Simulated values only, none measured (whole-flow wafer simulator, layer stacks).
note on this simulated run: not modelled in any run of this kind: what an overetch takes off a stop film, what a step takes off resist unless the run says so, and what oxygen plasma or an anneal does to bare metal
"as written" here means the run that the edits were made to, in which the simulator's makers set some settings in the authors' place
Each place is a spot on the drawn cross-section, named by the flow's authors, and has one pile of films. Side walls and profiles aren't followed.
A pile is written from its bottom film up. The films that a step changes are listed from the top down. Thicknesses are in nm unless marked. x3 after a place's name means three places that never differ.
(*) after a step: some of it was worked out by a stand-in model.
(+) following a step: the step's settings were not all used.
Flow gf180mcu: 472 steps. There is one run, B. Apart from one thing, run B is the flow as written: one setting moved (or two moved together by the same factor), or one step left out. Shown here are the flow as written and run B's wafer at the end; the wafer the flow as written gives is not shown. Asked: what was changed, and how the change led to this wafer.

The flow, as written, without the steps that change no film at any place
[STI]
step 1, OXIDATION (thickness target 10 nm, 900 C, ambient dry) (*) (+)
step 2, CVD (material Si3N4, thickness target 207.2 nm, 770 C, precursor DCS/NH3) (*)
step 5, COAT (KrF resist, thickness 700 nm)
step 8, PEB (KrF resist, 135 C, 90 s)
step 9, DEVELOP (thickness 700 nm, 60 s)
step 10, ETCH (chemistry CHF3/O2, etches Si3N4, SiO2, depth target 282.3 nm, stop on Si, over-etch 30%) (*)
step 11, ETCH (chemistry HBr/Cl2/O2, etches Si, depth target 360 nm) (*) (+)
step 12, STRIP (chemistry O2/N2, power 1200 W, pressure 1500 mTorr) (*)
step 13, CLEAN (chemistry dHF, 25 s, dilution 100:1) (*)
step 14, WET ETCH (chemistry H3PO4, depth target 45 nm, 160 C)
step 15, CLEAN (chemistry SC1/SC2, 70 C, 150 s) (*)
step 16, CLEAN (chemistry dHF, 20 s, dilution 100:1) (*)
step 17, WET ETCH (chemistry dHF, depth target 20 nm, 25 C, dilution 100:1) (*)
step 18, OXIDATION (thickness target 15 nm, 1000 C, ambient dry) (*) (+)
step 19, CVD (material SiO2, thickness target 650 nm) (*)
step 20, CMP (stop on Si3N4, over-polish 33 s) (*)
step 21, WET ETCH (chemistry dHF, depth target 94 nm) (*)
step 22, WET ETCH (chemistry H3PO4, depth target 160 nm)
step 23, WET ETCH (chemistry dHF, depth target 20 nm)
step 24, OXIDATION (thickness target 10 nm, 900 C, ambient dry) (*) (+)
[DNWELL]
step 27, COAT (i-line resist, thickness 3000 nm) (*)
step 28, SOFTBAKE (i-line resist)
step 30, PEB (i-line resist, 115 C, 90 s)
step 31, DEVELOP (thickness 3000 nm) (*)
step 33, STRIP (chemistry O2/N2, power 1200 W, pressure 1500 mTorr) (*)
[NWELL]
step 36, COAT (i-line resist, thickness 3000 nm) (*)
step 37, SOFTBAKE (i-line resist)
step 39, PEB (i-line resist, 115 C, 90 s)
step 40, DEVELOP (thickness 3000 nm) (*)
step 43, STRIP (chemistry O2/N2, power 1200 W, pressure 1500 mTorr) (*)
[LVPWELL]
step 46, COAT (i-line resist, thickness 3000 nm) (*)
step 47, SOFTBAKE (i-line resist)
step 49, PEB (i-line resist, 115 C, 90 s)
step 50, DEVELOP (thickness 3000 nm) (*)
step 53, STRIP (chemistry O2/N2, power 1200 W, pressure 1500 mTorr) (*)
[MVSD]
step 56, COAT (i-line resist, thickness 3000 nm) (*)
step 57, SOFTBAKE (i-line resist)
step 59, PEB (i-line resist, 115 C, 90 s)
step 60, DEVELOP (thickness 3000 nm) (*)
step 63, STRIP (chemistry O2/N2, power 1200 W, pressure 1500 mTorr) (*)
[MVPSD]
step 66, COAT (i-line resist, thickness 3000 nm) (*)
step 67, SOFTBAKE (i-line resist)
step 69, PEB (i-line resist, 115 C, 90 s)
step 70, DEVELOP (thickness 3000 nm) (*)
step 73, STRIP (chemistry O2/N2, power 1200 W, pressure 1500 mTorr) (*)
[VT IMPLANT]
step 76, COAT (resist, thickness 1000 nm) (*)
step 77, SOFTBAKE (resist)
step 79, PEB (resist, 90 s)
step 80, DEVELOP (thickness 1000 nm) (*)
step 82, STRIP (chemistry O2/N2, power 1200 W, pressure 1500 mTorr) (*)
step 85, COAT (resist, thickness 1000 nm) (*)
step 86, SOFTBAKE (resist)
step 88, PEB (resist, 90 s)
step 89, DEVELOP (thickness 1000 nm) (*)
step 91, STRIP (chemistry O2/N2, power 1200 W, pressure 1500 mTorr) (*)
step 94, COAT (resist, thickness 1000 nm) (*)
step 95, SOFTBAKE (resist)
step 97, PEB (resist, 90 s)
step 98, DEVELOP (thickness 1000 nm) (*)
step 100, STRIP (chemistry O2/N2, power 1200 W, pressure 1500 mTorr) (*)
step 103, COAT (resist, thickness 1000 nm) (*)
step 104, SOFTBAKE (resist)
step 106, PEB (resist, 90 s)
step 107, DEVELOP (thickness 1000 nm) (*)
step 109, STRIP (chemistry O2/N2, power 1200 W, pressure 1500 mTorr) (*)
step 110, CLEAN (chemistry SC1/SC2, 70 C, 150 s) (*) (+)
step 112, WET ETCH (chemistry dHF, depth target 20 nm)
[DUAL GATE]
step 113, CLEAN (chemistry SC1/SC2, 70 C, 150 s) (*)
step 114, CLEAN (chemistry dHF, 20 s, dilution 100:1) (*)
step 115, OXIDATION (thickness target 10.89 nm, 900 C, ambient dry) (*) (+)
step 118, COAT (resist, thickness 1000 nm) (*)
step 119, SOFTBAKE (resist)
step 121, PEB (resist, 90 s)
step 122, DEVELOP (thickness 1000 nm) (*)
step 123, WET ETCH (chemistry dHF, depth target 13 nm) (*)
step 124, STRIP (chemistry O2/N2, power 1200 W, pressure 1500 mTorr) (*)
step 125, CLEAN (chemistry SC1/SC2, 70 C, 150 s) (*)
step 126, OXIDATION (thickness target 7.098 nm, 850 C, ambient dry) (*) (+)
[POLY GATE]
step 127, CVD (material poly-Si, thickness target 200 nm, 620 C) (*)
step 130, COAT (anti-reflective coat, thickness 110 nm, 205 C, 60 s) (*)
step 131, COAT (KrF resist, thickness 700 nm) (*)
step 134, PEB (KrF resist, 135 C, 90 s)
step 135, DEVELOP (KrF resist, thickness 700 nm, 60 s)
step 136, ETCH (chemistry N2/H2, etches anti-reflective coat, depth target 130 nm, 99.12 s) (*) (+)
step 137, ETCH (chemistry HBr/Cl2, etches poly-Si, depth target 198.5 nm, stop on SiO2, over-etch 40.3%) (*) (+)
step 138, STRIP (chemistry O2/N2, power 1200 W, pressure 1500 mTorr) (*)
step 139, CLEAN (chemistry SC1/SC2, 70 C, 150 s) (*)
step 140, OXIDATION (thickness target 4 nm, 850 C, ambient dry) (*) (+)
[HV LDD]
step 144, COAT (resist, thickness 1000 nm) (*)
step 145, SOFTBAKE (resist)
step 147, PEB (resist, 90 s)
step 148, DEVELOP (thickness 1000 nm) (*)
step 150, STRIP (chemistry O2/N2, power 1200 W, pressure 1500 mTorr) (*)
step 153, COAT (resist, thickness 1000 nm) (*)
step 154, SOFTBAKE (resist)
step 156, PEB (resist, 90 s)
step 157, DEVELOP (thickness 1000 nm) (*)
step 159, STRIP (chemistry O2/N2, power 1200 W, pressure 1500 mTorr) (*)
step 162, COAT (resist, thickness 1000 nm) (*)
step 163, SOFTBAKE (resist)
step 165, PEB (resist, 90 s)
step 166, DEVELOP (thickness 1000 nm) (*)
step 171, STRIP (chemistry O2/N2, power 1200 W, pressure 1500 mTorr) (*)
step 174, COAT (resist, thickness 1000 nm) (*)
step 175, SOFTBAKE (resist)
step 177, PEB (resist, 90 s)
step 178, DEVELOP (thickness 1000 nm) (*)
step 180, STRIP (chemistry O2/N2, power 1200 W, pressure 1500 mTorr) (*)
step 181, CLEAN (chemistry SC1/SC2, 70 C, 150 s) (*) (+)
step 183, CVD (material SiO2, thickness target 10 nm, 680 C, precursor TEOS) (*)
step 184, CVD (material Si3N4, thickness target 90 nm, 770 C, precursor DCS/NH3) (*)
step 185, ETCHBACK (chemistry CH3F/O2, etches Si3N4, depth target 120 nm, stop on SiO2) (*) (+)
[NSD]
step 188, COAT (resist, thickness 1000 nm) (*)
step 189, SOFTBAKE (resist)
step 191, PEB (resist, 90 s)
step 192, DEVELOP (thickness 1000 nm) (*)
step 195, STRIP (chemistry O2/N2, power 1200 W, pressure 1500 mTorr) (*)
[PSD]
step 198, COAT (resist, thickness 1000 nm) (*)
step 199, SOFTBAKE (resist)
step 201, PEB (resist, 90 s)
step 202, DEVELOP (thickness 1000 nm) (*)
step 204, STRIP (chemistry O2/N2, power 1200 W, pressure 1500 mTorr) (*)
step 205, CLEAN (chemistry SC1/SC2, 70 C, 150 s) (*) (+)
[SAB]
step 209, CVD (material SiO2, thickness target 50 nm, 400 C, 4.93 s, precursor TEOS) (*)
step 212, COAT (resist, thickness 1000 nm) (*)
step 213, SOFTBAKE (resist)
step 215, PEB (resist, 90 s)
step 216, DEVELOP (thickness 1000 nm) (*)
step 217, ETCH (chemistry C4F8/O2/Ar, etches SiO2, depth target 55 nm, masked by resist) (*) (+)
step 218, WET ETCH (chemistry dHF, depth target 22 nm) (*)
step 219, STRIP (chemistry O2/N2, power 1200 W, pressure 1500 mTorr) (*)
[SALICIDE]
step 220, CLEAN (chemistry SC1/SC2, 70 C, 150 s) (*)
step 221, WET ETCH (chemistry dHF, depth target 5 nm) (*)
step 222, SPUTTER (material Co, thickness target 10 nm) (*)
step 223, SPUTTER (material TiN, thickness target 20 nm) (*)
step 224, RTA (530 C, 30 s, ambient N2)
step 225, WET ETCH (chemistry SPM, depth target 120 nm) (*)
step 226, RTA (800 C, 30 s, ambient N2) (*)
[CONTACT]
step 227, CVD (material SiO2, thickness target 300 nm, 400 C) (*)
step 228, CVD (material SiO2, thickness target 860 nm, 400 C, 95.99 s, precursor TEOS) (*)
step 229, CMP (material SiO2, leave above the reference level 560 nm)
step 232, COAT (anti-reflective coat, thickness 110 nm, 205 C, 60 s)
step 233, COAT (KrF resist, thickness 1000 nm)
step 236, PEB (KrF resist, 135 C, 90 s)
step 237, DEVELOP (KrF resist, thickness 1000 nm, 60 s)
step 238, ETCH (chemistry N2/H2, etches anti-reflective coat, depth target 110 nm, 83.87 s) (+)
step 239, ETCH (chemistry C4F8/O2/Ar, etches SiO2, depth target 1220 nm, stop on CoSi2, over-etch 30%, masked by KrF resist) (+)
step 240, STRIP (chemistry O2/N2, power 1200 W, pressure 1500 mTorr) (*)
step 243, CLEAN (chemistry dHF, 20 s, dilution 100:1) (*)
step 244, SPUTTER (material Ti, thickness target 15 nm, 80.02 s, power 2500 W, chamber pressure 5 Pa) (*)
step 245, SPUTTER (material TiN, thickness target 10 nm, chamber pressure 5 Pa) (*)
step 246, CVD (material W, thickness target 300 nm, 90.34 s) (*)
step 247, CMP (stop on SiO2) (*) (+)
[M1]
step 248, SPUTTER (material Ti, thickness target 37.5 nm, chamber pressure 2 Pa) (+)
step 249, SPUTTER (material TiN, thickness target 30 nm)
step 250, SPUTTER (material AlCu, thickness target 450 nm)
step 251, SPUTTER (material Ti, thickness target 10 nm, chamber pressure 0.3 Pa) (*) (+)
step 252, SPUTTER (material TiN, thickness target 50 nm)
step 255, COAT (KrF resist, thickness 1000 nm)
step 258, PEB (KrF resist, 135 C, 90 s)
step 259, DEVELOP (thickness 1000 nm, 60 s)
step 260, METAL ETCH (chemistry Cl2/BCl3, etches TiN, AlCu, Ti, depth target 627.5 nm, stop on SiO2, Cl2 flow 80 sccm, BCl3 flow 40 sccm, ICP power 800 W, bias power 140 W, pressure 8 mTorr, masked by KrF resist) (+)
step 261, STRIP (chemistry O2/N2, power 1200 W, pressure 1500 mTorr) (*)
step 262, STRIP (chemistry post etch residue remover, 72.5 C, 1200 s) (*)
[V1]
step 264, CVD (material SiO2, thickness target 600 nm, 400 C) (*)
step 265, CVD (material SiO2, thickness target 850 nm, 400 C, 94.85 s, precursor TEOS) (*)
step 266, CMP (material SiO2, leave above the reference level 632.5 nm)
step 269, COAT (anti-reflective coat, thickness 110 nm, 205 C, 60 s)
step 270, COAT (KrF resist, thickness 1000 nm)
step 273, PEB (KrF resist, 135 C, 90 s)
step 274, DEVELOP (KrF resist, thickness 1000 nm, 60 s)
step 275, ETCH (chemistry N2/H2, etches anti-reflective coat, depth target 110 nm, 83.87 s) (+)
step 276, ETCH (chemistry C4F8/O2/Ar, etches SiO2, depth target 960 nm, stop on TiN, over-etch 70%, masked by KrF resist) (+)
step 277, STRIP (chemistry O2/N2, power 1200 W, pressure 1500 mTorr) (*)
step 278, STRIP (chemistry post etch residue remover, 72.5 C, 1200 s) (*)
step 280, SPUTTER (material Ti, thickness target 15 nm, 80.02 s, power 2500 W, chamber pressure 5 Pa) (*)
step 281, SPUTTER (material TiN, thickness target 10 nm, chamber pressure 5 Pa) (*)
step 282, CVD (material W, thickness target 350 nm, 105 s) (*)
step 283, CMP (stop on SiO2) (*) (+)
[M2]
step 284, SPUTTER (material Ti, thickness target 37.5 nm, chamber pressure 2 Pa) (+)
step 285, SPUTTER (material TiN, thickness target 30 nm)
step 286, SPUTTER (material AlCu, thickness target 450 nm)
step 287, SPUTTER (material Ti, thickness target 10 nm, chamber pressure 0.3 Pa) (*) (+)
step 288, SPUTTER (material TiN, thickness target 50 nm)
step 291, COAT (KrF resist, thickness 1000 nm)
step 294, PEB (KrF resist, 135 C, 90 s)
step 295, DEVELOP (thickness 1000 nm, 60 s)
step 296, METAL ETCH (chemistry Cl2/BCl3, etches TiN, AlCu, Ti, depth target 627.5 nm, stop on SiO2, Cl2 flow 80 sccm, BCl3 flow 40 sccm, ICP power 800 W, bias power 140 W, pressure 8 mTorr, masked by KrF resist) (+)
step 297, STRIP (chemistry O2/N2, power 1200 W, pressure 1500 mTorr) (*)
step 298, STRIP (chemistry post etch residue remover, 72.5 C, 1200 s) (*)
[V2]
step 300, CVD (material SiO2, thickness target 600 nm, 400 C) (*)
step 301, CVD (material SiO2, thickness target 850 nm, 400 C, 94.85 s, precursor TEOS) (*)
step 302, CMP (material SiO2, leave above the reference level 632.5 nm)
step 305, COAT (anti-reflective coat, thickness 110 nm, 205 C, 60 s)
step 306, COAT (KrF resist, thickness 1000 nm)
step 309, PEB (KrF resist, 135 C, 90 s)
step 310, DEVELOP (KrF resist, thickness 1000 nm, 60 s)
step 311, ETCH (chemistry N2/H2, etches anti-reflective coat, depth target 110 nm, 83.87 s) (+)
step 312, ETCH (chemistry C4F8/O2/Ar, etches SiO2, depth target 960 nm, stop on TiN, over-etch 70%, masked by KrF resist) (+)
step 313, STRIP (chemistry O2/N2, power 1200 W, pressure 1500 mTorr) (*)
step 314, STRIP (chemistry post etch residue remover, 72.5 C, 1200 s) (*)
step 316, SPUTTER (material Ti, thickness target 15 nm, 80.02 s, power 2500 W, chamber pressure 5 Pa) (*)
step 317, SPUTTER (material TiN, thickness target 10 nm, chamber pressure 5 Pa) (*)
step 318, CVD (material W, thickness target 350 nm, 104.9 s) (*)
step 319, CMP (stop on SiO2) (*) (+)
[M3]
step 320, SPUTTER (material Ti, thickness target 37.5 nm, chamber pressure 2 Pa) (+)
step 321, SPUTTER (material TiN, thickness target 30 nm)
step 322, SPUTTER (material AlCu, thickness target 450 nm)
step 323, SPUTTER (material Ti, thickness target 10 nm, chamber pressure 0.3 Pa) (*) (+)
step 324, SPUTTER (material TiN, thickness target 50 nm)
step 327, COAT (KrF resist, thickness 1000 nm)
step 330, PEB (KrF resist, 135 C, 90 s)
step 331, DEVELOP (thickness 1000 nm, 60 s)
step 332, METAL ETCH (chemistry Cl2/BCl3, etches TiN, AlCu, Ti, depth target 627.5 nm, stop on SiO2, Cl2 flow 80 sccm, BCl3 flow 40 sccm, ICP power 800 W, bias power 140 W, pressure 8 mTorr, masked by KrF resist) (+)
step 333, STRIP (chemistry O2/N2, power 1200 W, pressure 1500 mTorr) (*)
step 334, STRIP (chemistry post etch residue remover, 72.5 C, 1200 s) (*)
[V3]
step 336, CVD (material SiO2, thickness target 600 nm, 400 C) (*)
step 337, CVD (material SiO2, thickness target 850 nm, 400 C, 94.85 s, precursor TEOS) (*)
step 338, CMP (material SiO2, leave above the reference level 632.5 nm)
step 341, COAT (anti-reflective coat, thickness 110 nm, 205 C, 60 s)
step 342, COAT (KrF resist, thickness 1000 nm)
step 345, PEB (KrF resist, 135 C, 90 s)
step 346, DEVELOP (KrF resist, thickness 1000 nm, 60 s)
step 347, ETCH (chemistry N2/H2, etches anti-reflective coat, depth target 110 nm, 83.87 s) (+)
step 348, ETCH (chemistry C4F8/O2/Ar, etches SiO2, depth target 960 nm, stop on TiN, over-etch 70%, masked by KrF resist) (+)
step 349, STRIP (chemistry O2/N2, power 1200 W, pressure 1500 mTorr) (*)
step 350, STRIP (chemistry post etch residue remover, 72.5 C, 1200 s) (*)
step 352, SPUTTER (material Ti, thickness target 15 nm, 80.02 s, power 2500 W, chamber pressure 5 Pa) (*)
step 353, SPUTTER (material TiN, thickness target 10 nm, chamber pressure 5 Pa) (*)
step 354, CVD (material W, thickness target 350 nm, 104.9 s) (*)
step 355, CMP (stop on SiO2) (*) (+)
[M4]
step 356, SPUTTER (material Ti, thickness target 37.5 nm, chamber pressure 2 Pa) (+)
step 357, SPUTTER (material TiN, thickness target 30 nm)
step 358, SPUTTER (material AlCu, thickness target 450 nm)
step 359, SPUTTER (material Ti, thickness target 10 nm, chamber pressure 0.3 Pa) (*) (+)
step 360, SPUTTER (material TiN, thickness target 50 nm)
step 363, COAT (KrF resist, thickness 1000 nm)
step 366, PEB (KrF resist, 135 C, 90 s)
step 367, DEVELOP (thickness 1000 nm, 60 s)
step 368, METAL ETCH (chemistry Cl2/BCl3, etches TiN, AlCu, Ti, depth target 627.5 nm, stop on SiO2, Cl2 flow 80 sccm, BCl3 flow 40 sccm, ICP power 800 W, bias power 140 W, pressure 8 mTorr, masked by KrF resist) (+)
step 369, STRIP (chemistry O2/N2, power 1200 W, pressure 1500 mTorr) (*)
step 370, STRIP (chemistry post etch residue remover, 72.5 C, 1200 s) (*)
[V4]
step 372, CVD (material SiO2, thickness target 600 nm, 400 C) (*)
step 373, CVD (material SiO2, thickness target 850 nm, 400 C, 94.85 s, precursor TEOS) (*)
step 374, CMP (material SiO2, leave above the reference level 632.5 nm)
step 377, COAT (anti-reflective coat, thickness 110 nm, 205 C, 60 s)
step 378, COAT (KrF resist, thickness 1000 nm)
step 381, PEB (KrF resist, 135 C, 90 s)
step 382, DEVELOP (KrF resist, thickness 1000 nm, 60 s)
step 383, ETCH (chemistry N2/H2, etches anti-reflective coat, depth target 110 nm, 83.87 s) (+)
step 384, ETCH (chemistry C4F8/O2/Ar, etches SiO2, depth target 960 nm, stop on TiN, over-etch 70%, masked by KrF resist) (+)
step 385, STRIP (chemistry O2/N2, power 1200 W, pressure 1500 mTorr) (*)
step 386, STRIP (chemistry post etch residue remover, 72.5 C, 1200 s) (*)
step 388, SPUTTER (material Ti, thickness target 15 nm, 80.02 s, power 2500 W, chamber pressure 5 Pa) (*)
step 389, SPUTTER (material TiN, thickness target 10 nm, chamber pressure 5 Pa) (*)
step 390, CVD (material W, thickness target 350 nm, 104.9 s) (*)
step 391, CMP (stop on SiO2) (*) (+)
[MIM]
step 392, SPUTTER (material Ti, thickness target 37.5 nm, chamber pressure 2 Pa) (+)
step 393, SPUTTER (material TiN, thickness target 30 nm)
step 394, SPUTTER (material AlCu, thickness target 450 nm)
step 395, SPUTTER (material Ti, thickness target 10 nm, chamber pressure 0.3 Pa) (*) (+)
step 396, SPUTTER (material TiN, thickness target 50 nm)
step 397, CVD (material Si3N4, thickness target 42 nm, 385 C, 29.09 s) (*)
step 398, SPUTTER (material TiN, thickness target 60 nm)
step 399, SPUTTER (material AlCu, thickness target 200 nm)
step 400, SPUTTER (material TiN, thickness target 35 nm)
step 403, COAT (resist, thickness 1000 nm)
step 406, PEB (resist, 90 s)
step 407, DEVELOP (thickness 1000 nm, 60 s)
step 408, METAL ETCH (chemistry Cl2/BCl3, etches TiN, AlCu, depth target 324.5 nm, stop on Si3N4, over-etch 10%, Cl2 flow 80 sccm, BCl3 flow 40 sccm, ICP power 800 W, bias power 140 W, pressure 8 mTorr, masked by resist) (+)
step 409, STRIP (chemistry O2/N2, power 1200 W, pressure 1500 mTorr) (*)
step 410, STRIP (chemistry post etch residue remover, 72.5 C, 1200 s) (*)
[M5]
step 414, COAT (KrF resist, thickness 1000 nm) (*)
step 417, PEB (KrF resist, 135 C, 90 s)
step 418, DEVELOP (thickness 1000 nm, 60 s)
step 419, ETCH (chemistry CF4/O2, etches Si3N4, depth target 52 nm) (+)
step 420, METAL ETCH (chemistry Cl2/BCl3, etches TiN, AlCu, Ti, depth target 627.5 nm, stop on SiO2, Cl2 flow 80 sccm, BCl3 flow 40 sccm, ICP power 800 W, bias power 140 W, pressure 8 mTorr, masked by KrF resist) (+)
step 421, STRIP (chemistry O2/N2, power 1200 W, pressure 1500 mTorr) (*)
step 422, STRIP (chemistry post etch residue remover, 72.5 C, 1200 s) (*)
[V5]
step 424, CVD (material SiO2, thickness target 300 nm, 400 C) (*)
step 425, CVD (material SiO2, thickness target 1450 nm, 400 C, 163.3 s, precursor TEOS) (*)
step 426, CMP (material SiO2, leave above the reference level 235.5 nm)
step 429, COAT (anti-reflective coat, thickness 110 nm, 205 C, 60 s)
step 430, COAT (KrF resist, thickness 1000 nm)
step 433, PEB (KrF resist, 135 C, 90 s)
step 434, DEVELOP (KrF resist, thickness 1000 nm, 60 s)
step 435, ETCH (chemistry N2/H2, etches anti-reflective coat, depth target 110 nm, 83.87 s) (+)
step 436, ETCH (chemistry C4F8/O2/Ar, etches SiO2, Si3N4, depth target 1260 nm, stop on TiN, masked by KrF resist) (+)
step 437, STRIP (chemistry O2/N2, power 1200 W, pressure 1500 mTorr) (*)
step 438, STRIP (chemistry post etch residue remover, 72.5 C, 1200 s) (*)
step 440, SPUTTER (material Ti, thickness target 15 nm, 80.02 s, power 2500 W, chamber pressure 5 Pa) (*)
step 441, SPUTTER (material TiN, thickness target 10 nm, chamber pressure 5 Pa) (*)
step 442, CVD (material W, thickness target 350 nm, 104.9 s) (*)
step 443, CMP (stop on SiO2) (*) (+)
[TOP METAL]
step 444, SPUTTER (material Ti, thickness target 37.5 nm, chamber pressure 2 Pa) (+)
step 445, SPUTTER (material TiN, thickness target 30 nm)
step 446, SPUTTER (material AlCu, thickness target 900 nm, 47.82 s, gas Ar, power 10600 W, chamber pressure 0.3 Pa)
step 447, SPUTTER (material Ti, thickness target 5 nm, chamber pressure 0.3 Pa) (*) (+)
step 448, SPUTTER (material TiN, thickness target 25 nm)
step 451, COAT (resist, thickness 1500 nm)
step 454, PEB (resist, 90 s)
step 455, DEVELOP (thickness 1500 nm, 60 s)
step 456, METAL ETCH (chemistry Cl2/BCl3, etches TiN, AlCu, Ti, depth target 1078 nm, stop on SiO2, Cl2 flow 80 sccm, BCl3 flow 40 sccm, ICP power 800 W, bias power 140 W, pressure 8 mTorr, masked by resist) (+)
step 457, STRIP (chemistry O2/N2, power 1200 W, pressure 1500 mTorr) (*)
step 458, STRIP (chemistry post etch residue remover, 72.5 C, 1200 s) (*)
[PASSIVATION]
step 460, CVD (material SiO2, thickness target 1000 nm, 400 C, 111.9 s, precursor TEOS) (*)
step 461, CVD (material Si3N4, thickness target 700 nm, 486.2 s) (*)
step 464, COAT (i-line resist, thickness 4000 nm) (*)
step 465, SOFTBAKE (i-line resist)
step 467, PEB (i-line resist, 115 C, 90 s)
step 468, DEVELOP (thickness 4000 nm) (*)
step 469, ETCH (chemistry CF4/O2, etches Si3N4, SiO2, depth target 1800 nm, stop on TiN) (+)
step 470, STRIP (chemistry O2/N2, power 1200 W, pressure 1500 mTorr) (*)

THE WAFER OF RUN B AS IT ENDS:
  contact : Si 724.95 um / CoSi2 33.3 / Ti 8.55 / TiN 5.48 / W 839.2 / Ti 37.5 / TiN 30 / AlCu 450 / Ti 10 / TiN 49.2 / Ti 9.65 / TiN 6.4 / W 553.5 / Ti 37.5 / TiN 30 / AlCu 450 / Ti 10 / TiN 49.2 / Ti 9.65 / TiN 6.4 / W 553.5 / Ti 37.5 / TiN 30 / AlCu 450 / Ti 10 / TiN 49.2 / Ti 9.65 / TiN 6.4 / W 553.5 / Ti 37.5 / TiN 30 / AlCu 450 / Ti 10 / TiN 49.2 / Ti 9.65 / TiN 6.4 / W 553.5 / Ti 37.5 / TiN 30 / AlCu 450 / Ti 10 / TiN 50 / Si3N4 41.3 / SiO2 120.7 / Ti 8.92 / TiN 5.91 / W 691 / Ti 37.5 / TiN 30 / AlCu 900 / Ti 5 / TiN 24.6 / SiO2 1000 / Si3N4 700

The reason: step 436, ETCH: depth target 708.8 nm was run, while the flow as written has depth target 1260 nm.

Step by step, how the change led to this:
  step 436, ETCH (chemistry C4F8/O2/Ar, etches SiO2, Si3N4, depth target 1260 nm, stop on TiN, masked by KrF resist) (+)
      contact: -708.8 SiO2 (in the flow as written it would be: -829.5 SiO2 (all of it), -41.3 Si3N4 (all of it))
      field, field__w1, field__w2 and 108 more: -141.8 KrF resist (in the flow as written it would be: -252 KrF resist)
  step 437, STRIP (chemistry O2/N2, power 1200 W, pressure 1500 mTorr) (*)
      field, field__w1, field__w2 and 108 more: -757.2 KrF resist (all of it), -110 anti-reflective coat (all of it) (in the flow as written it would be: -646.9 KrF resist (all of it), -110 anti-reflective coat (all of it))
  step 440, SPUTTER (material Ti, thickness target 15 nm, 80.02 s, power 2500 W, chamber pressure 5 Pa) (*)
      contact: +8.92 Ti (new film) (in the flow as written it would be: +8.12 Ti (new film))
  step 441, SPUTTER (material TiN, thickness target 10 nm, chamber pressure 5 Pa) (*)
      contact: +5.91 TiN (new film) (in the flow as written it would be: +5.38 TiN (new film))
  step 442, CVD (material W, thickness target 350 nm, 104.9 s) (*)
      contact: +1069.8 W (new film) (in the flow as written it would be: +1233.6 W (new film))
If metal films that touch count as one body, contact has 2 bodies (between them, from the top down: SiO2 120.7 / Si3N4 41.3); the flow as written gives 1 body.
